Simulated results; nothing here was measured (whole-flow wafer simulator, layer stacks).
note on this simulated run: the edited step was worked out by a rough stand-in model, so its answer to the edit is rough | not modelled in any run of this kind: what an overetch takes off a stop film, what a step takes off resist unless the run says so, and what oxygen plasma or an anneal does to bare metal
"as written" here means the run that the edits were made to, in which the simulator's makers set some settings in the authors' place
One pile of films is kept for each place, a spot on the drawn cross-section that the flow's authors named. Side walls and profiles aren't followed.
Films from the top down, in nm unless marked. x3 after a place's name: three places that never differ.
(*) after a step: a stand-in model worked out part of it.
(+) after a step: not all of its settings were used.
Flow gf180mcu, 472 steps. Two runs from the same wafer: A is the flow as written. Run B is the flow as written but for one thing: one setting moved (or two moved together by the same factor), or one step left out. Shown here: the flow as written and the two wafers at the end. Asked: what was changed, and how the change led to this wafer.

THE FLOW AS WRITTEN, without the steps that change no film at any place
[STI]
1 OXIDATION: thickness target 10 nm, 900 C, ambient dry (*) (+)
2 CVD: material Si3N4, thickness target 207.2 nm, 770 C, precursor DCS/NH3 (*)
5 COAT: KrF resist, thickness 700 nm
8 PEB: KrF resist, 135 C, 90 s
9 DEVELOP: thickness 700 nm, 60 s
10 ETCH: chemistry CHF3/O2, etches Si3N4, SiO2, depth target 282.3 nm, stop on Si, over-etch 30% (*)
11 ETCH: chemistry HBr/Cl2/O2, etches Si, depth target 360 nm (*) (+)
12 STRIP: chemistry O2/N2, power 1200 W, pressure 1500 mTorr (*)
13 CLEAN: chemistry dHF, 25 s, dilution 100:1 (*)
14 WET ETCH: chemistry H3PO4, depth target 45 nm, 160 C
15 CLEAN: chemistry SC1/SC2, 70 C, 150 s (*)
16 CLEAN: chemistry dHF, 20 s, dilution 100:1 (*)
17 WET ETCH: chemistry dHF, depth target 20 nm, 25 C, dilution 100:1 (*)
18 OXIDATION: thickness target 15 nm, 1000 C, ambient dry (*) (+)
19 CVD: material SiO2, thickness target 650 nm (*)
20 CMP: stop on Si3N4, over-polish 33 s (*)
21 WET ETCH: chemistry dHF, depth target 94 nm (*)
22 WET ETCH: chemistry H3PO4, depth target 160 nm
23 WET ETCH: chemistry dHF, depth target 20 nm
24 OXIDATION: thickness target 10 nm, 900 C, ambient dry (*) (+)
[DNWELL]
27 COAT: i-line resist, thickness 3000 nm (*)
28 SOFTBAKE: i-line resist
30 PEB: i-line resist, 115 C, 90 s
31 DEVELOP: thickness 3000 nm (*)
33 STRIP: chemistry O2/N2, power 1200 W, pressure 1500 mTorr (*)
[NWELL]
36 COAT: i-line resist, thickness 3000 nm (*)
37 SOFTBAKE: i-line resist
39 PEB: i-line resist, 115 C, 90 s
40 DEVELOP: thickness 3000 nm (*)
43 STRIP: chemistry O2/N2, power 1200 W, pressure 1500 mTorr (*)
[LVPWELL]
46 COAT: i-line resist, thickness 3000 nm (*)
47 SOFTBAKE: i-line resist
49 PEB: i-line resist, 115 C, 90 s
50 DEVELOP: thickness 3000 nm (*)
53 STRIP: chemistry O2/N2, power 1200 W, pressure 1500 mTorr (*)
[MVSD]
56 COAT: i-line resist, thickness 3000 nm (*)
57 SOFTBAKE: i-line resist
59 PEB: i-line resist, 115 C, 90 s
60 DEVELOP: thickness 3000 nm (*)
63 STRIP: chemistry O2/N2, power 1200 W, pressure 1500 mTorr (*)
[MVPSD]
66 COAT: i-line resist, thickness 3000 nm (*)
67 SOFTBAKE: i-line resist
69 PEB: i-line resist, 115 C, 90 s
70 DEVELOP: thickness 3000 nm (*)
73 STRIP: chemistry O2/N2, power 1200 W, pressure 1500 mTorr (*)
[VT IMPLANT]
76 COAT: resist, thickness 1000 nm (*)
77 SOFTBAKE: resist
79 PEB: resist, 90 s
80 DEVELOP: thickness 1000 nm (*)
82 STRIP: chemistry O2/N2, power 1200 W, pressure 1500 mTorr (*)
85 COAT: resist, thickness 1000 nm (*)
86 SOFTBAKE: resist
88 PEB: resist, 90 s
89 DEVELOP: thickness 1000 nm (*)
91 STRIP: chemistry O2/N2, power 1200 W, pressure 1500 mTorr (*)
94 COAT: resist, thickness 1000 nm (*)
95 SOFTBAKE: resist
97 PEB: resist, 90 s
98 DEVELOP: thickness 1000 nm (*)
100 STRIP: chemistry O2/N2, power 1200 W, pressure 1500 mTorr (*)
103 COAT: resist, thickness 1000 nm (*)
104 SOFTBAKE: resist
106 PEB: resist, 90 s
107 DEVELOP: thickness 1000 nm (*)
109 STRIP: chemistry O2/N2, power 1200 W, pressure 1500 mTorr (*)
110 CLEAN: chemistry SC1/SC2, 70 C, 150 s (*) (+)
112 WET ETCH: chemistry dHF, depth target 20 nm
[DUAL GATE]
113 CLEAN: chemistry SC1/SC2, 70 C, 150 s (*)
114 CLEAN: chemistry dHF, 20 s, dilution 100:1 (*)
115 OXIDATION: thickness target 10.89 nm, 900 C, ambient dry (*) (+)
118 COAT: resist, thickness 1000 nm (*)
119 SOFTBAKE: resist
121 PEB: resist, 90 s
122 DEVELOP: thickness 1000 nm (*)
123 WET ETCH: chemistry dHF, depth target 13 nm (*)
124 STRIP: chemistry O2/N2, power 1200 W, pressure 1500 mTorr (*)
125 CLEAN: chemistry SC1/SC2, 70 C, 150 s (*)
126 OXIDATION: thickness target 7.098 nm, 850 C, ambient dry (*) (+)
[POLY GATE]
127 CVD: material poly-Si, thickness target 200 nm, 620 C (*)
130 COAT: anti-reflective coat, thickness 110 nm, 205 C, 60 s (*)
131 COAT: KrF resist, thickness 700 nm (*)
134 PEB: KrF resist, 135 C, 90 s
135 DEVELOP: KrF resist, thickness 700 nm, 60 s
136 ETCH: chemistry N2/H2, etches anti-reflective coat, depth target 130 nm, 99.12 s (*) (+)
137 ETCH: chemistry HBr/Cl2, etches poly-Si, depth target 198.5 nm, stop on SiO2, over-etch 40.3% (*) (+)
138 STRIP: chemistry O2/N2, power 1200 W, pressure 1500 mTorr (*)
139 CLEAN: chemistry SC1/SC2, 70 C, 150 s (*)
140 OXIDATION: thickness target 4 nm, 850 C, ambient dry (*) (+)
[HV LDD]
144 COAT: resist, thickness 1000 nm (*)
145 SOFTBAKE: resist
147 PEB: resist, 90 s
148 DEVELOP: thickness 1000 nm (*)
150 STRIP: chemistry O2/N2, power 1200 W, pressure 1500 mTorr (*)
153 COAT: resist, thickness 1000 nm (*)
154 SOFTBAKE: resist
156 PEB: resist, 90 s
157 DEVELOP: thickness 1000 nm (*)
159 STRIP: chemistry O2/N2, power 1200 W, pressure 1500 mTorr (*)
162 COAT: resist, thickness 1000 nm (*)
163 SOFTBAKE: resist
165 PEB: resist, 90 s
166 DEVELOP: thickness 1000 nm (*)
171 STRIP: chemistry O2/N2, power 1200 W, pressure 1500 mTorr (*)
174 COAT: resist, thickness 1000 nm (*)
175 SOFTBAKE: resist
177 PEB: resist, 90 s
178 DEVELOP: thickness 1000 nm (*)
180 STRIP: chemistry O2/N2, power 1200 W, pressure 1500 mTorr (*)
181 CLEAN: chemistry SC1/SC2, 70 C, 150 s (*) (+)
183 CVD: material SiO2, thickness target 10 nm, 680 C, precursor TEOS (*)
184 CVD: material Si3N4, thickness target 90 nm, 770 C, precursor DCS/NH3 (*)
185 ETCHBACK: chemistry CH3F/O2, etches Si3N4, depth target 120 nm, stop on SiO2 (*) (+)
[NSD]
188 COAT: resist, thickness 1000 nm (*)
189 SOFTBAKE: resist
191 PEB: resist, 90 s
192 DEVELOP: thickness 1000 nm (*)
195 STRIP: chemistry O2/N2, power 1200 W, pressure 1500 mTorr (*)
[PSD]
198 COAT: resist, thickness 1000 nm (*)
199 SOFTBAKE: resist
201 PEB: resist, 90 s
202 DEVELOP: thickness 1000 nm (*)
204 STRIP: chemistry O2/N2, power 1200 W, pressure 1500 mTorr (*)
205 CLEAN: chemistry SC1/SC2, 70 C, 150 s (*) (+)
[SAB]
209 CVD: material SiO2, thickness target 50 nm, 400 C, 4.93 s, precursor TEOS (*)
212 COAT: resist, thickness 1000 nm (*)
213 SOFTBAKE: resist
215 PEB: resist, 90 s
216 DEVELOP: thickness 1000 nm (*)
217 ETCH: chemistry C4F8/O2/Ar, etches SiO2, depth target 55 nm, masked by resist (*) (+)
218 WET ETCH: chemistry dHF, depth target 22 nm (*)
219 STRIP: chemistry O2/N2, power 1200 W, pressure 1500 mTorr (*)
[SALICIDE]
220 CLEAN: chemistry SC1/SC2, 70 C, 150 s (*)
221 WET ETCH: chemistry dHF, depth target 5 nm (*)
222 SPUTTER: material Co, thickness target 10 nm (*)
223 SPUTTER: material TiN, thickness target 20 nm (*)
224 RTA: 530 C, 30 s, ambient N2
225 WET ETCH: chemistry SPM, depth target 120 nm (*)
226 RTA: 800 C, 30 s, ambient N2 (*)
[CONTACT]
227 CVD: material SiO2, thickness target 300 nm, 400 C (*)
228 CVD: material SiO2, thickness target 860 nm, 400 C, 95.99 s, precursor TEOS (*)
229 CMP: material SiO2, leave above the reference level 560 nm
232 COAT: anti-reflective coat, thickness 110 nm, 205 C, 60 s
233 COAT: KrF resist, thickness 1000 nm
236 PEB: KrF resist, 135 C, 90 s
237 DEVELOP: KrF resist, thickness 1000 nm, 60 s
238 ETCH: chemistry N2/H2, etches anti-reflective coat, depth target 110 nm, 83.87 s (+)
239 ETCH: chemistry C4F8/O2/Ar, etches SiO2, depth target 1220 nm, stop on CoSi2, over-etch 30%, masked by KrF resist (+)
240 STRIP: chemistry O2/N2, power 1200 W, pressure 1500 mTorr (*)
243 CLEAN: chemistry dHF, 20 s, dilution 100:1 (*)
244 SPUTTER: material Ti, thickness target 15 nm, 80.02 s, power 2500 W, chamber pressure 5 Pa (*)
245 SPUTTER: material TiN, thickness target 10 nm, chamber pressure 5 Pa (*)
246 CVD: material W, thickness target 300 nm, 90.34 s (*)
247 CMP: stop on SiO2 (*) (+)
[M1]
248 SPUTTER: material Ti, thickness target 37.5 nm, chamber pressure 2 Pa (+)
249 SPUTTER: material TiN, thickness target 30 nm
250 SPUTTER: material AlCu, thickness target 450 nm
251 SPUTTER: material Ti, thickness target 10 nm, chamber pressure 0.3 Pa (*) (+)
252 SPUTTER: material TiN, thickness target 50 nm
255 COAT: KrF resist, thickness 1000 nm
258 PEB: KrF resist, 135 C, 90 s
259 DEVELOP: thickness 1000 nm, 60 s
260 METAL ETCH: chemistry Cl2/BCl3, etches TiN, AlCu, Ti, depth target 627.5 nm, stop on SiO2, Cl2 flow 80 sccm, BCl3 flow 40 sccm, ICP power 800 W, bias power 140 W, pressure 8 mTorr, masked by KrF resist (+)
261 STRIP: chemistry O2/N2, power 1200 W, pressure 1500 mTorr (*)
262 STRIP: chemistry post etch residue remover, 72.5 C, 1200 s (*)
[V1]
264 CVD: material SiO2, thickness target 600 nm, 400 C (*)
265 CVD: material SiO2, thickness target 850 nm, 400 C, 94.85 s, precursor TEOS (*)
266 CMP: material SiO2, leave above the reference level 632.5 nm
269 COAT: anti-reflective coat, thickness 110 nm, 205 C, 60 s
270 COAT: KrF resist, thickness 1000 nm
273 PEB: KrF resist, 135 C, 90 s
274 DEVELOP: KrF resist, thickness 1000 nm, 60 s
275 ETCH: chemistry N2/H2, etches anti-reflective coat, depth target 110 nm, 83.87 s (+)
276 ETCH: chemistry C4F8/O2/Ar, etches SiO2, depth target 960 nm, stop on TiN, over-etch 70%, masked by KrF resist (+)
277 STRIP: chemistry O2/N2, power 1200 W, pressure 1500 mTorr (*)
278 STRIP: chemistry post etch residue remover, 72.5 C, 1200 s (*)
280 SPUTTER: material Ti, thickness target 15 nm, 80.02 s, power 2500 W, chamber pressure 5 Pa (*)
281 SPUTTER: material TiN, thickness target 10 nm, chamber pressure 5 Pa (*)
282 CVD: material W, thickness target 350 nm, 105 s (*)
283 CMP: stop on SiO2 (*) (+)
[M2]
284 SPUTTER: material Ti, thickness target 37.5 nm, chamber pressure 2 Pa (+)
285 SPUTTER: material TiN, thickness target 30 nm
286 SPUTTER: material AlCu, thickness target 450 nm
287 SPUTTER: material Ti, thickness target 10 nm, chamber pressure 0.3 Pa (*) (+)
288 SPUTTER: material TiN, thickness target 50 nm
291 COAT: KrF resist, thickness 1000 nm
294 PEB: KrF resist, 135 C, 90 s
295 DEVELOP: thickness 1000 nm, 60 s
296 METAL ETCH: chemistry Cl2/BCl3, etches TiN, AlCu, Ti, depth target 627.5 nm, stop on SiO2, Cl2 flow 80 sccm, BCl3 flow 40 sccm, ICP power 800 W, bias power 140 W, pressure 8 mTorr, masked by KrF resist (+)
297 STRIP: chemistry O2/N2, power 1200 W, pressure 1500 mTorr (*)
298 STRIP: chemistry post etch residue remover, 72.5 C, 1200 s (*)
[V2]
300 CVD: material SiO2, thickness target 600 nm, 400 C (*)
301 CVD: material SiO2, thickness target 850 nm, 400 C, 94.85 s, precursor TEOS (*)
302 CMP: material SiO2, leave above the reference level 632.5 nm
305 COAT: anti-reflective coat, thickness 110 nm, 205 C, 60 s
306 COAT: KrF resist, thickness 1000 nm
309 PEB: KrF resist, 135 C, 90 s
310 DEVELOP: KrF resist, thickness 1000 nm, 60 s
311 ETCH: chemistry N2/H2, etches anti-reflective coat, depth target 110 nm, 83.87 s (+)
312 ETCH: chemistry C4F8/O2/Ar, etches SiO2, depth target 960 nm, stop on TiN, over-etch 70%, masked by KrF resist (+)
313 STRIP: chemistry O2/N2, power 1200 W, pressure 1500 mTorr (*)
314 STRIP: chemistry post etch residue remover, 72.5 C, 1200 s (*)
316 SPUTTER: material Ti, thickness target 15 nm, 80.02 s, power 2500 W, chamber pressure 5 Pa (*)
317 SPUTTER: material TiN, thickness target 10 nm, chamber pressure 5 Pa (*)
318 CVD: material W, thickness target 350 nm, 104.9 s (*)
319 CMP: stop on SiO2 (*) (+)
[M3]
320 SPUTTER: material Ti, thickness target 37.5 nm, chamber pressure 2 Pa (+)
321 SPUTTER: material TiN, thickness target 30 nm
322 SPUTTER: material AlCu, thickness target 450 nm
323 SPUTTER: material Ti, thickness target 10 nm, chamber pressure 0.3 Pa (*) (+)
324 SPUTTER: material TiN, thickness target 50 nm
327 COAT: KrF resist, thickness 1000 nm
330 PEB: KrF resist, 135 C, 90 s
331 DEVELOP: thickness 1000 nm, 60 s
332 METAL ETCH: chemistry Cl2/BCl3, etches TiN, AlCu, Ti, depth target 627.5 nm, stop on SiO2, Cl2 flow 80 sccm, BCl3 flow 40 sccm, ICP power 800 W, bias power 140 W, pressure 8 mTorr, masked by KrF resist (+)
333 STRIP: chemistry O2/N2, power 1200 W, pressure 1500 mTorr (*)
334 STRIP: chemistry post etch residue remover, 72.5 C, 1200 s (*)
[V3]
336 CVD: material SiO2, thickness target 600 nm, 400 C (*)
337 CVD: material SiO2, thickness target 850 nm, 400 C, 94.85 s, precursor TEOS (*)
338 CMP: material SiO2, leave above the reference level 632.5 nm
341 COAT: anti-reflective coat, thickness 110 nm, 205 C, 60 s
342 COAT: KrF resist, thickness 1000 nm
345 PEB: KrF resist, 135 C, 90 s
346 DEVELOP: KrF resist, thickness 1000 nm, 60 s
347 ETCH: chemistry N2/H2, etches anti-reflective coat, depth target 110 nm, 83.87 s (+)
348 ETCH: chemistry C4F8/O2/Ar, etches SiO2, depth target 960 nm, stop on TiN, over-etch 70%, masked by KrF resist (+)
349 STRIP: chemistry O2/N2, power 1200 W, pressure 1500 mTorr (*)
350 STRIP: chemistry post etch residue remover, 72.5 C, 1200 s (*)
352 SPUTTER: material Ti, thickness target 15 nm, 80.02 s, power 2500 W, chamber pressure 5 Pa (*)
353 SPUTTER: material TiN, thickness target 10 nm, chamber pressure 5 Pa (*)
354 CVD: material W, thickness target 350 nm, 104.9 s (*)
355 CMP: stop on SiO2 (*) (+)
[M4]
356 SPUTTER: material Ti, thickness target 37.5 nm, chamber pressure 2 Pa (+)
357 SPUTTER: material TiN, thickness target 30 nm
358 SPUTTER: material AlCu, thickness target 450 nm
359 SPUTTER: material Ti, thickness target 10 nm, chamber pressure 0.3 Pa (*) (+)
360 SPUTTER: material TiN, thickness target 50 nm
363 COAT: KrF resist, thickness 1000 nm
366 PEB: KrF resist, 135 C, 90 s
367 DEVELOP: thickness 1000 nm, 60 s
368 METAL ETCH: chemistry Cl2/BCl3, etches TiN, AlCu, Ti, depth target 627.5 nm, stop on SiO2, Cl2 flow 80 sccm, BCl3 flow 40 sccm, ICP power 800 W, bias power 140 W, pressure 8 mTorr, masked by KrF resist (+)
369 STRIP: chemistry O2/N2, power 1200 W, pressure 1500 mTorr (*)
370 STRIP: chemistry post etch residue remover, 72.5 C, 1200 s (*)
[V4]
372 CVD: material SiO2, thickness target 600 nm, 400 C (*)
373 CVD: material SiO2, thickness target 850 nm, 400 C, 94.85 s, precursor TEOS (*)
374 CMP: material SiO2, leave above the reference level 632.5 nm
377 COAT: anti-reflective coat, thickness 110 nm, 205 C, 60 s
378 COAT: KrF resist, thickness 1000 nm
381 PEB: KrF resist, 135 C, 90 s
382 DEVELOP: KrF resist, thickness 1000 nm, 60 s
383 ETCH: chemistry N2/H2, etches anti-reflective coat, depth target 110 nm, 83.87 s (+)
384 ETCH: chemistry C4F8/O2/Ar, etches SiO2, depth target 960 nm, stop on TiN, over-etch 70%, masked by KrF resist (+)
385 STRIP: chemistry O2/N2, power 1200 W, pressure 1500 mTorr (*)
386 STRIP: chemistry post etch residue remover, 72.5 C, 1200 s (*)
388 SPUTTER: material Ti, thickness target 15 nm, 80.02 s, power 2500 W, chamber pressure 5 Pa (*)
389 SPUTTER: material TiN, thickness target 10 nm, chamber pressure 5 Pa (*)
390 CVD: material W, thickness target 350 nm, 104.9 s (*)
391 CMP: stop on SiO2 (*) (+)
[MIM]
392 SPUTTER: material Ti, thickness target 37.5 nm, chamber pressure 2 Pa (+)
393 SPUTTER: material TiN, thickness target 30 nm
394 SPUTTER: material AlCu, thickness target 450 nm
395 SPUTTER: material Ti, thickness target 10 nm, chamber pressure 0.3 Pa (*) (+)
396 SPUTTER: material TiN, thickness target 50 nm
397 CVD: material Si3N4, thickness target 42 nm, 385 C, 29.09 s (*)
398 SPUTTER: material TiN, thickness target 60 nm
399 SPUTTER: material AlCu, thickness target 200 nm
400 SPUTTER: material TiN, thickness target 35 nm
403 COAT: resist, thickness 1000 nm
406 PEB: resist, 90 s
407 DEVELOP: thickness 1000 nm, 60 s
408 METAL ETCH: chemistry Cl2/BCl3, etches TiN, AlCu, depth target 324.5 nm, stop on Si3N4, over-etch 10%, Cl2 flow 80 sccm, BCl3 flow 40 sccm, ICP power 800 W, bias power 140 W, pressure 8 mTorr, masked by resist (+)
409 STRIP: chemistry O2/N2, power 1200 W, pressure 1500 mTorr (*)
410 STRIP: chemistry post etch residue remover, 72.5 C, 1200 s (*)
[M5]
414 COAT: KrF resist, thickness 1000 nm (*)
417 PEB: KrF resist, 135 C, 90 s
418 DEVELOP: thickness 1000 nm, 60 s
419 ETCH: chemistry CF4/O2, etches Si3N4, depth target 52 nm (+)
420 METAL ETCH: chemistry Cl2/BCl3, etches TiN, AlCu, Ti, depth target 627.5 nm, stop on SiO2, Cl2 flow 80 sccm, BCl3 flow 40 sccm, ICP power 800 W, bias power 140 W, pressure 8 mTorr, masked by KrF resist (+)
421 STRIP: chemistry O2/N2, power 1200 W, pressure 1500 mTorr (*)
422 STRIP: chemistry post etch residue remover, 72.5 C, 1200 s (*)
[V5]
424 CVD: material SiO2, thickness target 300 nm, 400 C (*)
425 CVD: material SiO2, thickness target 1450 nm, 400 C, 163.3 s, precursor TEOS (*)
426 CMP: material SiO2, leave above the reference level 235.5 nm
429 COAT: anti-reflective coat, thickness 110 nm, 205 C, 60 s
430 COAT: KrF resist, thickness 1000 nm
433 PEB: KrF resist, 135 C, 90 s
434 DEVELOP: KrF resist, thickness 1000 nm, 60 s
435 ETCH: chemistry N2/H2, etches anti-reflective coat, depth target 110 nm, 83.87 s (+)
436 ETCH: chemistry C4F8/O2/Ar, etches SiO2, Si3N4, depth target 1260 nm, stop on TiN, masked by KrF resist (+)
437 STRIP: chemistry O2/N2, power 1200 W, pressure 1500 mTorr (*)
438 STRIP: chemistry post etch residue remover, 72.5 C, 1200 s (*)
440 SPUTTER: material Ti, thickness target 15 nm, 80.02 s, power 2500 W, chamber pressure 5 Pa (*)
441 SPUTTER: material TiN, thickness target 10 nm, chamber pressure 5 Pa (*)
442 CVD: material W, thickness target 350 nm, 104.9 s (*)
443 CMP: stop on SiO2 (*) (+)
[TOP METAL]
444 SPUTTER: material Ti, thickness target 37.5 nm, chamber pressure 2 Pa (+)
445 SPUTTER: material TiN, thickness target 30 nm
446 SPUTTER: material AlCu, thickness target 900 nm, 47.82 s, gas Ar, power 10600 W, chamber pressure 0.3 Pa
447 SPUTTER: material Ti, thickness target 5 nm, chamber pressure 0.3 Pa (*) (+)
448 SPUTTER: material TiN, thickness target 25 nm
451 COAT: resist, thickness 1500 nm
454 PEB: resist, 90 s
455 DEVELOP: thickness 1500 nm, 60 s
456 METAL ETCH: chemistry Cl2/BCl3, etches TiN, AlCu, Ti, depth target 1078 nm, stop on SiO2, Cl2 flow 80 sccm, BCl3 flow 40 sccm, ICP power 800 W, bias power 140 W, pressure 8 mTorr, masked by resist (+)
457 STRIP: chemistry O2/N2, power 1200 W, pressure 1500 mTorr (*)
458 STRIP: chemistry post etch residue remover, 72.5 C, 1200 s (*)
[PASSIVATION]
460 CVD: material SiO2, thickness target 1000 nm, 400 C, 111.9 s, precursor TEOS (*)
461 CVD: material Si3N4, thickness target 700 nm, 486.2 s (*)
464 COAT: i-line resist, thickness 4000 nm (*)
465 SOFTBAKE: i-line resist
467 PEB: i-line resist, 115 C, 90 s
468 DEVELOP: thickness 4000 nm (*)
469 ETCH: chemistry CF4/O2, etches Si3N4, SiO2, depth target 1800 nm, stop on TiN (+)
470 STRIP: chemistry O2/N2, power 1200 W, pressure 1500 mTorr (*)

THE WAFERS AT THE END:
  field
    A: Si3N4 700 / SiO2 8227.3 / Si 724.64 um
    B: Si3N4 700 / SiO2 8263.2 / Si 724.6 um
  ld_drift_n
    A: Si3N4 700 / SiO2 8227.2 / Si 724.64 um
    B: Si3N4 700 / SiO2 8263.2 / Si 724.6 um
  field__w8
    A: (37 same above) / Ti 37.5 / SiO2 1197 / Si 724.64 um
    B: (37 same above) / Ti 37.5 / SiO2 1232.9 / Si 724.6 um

The cause: step 11, ETCH: depth target 396 nm was run, where the flow has depth target 360 nm.

How the change led to this, step by step:
  11 ETCH: chemistry HBr/Cl2/O2, etches Si, depth target 360 nm (*) (+)
      active, n_well, p_well and 40 more: A KrF resist -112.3 | B KrF resist -124.3
      field, field_sub, sti and 34 more: A Si -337 | B Si -373
  12 STRIP: chemistry O2/N2, power 1200 W, pressure 1500 mTorr (*)
      active, n_well, p_well and 40 more: A KrF resist -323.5 (all of it) | B KrF resist -311.5 (all of it)
  19 CVD: material SiO2, thickness target 650 nm (*)
      m1, ld_fp_n, ld_drift_n and 8 more: A SiO2 +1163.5 | B SiO2 +1199.5
  20 CMP: stop on Si3N4, over-polish 33 s (*)
      sti, mim_1p0, pad and 11 more: A SiO2 -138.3 | B SiO2 -102.3
      nw_enc_fld, nw_enc_fld_lv: A SiO2 -142.4 | B SiO2 -106.4
      (and at 10 more places)
